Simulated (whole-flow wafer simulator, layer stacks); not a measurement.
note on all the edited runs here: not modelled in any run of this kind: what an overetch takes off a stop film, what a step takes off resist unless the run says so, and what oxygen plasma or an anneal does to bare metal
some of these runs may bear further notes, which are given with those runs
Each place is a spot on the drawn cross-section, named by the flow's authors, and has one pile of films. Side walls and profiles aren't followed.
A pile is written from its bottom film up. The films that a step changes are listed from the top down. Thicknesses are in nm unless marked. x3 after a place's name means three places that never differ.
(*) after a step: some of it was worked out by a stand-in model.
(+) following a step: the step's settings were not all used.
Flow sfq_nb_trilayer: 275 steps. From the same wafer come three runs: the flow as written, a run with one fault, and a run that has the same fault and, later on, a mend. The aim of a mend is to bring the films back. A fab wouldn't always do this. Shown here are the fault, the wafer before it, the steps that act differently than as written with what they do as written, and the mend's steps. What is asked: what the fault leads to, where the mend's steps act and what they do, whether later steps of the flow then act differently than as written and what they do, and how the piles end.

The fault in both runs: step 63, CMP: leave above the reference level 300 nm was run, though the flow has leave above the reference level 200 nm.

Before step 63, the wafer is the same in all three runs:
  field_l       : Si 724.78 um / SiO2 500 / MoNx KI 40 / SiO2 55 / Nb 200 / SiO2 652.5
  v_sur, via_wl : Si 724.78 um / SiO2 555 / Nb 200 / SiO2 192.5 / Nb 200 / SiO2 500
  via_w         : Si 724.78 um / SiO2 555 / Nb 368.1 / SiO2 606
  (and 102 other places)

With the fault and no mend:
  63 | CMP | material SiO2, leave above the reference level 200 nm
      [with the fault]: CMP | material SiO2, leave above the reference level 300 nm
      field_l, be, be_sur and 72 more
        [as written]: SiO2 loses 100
        [with the fault]: nothing
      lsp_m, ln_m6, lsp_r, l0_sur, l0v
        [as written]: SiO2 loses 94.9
        [with the fault]: nothing
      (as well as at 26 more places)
  Steps further on in the flow that do not act as written (not shown: 7 more steps that differ only slightly, by at most 2% or 0.5 nm, whichever is larger):
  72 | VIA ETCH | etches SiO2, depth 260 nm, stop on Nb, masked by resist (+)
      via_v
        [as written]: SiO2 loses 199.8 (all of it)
        [with the fault]: SiO2 loses 260
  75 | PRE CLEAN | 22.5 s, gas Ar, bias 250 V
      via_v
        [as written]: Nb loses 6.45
        [with the fault]: SiO2 loses 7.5
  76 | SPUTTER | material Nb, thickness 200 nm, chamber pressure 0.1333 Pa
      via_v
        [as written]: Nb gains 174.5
        [with the fault]: Nb gains 163.1 (new film)
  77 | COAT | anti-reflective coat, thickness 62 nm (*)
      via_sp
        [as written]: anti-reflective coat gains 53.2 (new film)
        [with the fault]: anti-reflective coat gains 51.9 (new film)
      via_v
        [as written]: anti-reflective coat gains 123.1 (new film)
        [with the fault]: anti-reflective coat gains 136.1 (new film)
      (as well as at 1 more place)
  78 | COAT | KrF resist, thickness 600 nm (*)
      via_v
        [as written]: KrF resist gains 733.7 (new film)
        [with the fault]: KrF resist gains 783.4 (new film)
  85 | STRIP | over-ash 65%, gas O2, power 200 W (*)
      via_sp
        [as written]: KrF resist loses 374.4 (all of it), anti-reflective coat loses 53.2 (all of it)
        [with the fault]: KrF resist loses 370.3 (all of it), anti-reflective coat loses 51.9 (all of it)
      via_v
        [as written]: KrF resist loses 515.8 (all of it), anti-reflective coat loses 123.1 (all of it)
        [with the fault]: KrF resist loses 565.3 (all of it), anti-reflective coat loses 136.1 (all of it)
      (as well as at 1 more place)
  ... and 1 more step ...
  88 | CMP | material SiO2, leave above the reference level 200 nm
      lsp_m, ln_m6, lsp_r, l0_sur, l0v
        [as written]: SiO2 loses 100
        [with the fault]: SiO2 loses 94.9
  By the end, the piles at field_l, v_sur, via_wl and 103 more depart from the flow's by more than 2% or 0.5 nm, whichever is larger.
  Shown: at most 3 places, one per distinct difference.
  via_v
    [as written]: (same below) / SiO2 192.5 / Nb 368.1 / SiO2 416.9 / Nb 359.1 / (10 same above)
    [with the fault]: (same below) / SiO2 192.5 / Nb 200 / SiO2 32.3 / Nb 163.1 / SiO2 489.6 / Nb 359.1 / (10 same above)
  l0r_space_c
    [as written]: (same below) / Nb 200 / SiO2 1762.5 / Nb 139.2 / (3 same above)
    [with the fault]: (same below) / Nb 200 / SiO2 1862.5 / Nb 139.2 / (3 same above)
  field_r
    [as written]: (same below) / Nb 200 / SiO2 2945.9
    [with the fault]: (same below) / Nb 200 / SiO2 3045.9

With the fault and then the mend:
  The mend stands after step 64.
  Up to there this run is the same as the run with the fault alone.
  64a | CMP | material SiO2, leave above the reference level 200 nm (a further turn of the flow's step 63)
      field_l, v_sur, via_wl and 98 more
        SiO2 loses 100
      lsp_m, ln_m6, lsp_r, l0_sur, l0v
        SiO2 loses 94.9
  Later steps of the flow that are run all act as written at every place that is followed.
  At every place that both follow, the piles at the end match the flow's.
